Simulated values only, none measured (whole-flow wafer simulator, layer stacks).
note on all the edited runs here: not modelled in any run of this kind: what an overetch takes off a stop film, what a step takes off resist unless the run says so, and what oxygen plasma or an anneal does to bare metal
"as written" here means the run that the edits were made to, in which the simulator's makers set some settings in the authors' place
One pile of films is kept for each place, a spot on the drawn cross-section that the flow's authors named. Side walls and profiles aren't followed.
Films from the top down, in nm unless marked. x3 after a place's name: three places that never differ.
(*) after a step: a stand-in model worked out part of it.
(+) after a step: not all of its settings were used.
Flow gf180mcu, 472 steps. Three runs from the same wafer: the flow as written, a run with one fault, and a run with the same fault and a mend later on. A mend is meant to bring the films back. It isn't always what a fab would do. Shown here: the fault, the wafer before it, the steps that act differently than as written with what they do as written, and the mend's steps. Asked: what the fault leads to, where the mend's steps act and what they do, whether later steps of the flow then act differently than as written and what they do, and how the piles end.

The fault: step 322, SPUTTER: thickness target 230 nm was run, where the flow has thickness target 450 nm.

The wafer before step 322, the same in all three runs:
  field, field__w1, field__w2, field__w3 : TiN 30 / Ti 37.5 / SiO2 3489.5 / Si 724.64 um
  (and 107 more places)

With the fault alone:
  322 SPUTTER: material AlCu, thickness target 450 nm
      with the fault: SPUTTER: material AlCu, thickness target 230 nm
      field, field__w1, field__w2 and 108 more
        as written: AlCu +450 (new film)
        with the fault: AlCu +230 (new film)
  Later steps of the flow that act differently than as written:
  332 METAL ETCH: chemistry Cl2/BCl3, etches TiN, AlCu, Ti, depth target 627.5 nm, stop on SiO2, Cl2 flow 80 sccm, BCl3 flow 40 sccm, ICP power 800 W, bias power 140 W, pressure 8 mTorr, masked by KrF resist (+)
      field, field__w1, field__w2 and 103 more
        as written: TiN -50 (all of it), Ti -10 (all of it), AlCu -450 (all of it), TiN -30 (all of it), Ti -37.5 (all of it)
        with the fault: TiN -50 (all of it), Ti -10 (all of it), AlCu -230 (all of it), TiN -30 (all of it), Ti -37.5 (all of it)
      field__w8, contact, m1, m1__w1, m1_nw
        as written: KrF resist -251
        with the fault: KrF resist -214.5
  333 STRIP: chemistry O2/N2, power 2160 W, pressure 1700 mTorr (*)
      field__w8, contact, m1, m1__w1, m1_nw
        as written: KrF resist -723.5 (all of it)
        with the fault: KrF resist -760 (all of it)
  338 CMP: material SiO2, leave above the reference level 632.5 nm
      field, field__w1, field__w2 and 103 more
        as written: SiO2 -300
        with the fault: SiO2 -520
  At the end the piles differ from the flow's by more than 2% or 0.5 nm, whichever is larger, at field, field__w1, field__w2 and 109 more.
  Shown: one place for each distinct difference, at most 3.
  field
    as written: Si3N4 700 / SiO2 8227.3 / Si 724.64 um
    with the fault: Si3N4 700 / SiO2 8007.3 / Si 724.64 um
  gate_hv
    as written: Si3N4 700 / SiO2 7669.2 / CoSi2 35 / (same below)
    with the fault: Si3N4 700 / SiO2 7449.2 / CoSi2 35 / (same below)
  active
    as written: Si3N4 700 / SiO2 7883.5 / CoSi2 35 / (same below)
    with the fault: Si3N4 700 / SiO2 7663.5 / CoSi2 35 / (same below)

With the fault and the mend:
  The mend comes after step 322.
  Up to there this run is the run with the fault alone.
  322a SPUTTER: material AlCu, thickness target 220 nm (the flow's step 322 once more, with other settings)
      field, field__w1, field__w2 and 108 more
        AlCu +220
  No later step of the flow acts differently than as written at any place that is followed.
  At the end the piles are the same as the flow's at every place that both follow.
